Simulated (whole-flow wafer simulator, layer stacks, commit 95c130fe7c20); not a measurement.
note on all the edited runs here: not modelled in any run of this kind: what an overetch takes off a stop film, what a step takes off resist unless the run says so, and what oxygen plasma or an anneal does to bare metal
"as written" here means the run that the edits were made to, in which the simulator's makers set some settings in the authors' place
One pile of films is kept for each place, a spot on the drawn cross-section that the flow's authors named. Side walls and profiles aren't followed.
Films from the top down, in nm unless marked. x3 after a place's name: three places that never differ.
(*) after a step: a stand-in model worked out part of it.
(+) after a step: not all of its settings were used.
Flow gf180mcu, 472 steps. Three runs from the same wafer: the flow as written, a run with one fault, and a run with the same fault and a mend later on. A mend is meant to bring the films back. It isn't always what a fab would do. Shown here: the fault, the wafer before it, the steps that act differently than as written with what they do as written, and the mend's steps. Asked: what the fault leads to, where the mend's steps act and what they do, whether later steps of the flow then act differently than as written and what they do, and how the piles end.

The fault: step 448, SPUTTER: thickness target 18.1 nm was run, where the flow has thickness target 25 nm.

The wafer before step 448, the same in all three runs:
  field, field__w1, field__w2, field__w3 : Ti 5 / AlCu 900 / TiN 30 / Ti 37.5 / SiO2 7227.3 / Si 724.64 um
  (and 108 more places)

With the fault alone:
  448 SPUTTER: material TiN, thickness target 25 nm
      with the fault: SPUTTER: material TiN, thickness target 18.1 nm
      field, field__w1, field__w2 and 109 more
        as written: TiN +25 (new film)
        with the fault: TiN +18.1 (new film)
  Later steps of the flow that act differently than as written (5 more steps differ only slightly, by at most 2% or 0.5 nm, whichever is larger, and aren't shown):
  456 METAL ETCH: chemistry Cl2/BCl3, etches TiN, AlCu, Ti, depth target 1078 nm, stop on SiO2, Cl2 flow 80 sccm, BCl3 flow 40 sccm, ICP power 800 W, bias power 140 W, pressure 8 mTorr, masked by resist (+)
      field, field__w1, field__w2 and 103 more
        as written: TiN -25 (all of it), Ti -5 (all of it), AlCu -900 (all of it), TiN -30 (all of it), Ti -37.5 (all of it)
        with the fault: TiN -18.1 (all of it), Ti -5 (all of it), AlCu -900 (all of it), TiN -30 (all of it), Ti -37.5 (all of it)
  At the end the piles differ from the flow's by more than 2% or 0.5 nm, whichever is larger, at field__w8, contact, m1, m1__w1, pad, m1_nw.
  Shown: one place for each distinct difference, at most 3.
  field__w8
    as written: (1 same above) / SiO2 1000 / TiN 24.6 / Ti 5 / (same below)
    with the fault: (1 same above) / SiO2 1000 / TiN 17.7 / Ti 5 / (same below)
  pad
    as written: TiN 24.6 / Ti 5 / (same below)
    with the fault: TiN 17.7 / Ti 5 / (same below)

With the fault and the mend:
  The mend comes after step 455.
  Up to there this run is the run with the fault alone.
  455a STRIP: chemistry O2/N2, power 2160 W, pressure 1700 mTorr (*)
      field__w8, contact, m1, m1__w1, pad, m1_nw
        resist -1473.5 (all of it)
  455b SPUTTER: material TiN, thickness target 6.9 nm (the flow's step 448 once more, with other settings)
      field, field__w1, field__w2 and 109 more
        TiN +6.9
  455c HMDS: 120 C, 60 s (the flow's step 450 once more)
      changes no film at any place that is followed
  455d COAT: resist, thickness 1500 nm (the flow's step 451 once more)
      field, field__w1, field__w2 and 109 more
        resist +1500 (new film)
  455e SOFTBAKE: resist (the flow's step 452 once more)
      changes no film at any place that is followed
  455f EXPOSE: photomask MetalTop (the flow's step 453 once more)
      changes no film at any place that is followed
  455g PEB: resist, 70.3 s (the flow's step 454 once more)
      field, field__w1, field__w2 and 109 more
        resist -26.5
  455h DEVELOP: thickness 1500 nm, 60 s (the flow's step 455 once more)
      field, field__w1, field__w2 and 103 more
        resist -1473.5 (all of it)
  No later step of the flow acts differently than as written at any place that is followed.
  At the end the piles are the same as the flow's at every place that both follow.
